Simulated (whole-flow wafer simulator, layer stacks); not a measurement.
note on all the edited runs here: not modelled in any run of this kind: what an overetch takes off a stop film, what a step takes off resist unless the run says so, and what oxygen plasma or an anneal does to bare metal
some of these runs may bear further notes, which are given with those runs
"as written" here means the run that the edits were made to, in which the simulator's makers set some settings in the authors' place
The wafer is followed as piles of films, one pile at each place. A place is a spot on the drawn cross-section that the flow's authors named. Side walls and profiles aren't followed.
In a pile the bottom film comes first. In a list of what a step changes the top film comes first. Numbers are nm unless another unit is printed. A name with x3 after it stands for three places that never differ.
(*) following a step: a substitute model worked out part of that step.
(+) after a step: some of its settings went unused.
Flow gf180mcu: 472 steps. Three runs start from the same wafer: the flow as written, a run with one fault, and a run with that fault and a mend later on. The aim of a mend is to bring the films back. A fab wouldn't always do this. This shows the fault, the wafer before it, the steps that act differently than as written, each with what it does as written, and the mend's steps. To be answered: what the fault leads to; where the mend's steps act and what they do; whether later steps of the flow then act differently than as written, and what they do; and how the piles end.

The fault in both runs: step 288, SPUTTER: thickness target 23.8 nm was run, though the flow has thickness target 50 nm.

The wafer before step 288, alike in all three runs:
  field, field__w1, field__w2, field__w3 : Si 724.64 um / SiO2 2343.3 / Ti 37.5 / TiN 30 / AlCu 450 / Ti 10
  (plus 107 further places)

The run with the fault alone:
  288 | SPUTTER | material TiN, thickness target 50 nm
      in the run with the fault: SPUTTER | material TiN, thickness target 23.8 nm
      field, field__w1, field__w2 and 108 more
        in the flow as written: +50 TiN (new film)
        in the run with the fault: +23.8 TiN (new film)
  Later steps of the flow acting differently than as written (not shown: 2 more steps that differ only slightly, by at most 2% or 0.5 nm, whichever is larger):
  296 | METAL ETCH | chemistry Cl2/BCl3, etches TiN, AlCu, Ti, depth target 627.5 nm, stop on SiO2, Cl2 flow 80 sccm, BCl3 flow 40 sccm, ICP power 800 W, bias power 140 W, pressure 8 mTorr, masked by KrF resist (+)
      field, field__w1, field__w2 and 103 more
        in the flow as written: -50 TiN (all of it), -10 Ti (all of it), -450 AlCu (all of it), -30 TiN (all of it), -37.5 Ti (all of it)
        in the run with the fault: -23.8 TiN (all of it), -10 Ti (all of it), -450 AlCu (all of it), -30 TiN (all of it), -37.5 Ti (all of it)
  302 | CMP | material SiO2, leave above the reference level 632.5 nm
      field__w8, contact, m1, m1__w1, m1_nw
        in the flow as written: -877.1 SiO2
        in the run with the fault: -850.9 SiO2
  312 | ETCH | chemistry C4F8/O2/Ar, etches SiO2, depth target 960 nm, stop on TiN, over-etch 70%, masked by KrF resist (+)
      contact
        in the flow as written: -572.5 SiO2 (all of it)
        in the run with the fault: -598.7 SiO2 (all of it)
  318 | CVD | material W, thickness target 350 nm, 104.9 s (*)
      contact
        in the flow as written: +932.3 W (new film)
        in the run with the fault: +958.7 W (new film)
  The piles end different from the flow's at field__w8, contact, m1, m1__w1, m1_nw by more than 2% or 0.5 nm, whichever is larger.
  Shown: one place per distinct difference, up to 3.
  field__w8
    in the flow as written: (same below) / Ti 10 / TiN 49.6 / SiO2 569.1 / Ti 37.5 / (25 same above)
    in the run with the fault: (same below) / Ti 10 / TiN 23.4 / SiO2 595.3 / Ti 37.5 / (25 same above)
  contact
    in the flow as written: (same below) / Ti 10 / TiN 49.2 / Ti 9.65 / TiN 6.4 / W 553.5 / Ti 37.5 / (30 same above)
    in the run with the fault: (same below) / Ti 10 / TiN 23 / Ti 9.51 / TiN 6.31 / W 579.9 / Ti 37.5 / (30 same above)

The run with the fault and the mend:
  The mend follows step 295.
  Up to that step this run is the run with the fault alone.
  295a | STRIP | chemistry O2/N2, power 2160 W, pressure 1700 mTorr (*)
      field__w8, contact, m1, m1__w1, m1_nw
        -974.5 KrF resist (all of it)
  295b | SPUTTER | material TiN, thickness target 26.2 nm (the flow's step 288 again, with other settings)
      field, field__w1, field__w2 and 108 more
        +26.2 TiN
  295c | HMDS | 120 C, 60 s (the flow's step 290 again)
      alters no film at any place that is followed
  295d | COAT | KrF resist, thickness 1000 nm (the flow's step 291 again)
      field, field__w1, field__w2 and 108 more
        +1000 KrF resist (new film)
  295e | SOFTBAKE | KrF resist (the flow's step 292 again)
      alters no film at any place that is followed
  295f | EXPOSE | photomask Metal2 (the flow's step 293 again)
      alters no film at any place that is followed
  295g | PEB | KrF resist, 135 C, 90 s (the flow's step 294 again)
      field, field__w1, field__w2 and 108 more
        -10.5 KrF resist
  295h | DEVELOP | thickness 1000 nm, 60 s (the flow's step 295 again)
      field, field__w1, field__w2 and 103 more
        -989.5 KrF resist (all of it)
      field__w8, contact, m1, m1__w1, m1_nw
        -14.9 KrF resist
  Every later step of the flow that is run acts as written at every place that is followed.
  At every place that both follow, the piles at the end match the flow's.
